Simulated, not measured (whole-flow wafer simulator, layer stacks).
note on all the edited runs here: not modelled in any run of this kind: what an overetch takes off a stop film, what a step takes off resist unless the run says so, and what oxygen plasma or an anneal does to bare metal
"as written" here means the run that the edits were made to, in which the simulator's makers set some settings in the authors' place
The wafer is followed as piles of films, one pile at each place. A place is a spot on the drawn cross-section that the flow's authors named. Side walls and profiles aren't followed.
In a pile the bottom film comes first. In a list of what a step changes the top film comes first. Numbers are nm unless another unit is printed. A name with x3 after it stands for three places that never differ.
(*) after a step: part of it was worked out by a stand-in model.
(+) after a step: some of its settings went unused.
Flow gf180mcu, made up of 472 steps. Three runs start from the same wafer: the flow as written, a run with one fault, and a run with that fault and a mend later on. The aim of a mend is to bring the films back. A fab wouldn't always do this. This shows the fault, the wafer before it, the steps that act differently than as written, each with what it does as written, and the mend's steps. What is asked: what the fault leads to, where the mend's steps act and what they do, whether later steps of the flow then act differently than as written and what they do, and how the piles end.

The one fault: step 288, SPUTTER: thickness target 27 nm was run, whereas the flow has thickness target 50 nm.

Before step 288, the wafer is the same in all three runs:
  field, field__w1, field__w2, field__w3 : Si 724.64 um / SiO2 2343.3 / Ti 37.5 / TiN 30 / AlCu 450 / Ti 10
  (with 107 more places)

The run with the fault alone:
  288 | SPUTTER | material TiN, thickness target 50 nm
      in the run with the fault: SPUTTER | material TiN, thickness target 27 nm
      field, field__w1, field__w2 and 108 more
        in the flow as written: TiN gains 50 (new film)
        in the run with the fault: TiN gains 27 (new film)
  Steps further on in the flow that do not act as written (2 other steps are not shown; they differ only slightly, by no more than 2% or 0.5 nm, whichever is larger):
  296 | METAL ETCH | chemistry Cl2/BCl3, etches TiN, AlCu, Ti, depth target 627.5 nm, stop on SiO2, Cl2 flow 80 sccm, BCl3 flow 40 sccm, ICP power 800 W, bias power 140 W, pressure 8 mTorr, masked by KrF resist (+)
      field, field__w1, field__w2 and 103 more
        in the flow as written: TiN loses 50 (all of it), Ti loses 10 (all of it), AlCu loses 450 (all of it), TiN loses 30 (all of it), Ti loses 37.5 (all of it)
        in the run with the fault: TiN loses 27 (all of it), Ti loses 10 (all of it), AlCu loses 450 (all of it), TiN loses 30 (all of it), Ti loses 37.5 (all of it)
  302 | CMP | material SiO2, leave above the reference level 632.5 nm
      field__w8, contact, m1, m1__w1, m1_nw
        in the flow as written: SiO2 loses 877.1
        in the run with the fault: SiO2 loses 854.1
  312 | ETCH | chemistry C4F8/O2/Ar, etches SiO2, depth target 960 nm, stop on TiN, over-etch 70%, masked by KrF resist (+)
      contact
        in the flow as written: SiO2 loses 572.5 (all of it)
        in the run with the fault: SiO2 loses 595.5 (all of it)
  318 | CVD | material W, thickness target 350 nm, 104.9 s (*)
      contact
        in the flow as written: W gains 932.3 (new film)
        in the run with the fault: W gains 955.5 (new film)
  By the end, the piles at field__w8, contact, m1, m1__w1, m1_nw depart from the flow's by more than 2% or 0.5 nm, whichever is larger.
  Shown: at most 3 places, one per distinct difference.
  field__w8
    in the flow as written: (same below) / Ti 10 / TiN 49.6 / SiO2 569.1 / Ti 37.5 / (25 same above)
    in the run with the fault: (same below) / Ti 10 / TiN 26.6 / SiO2 592.1 / Ti 37.5 / (25 same above)
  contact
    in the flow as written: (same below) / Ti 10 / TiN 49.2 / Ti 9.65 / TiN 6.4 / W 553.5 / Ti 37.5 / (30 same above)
    in the run with the fault: (same below) / Ti 10 / TiN 26.2 / Ti 9.52 / TiN 6.32 / W 576.7 / Ti 37.5 / (30 same above)

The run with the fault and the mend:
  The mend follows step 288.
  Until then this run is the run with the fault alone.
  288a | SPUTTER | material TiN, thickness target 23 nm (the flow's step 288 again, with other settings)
      field, field__w1, field__w2 and 108 more
        TiN gains 23
  None of the later steps of the flow acts differently than as written at any place that is followed.
  By the end, the piles equal the flow's at every place that both follow.
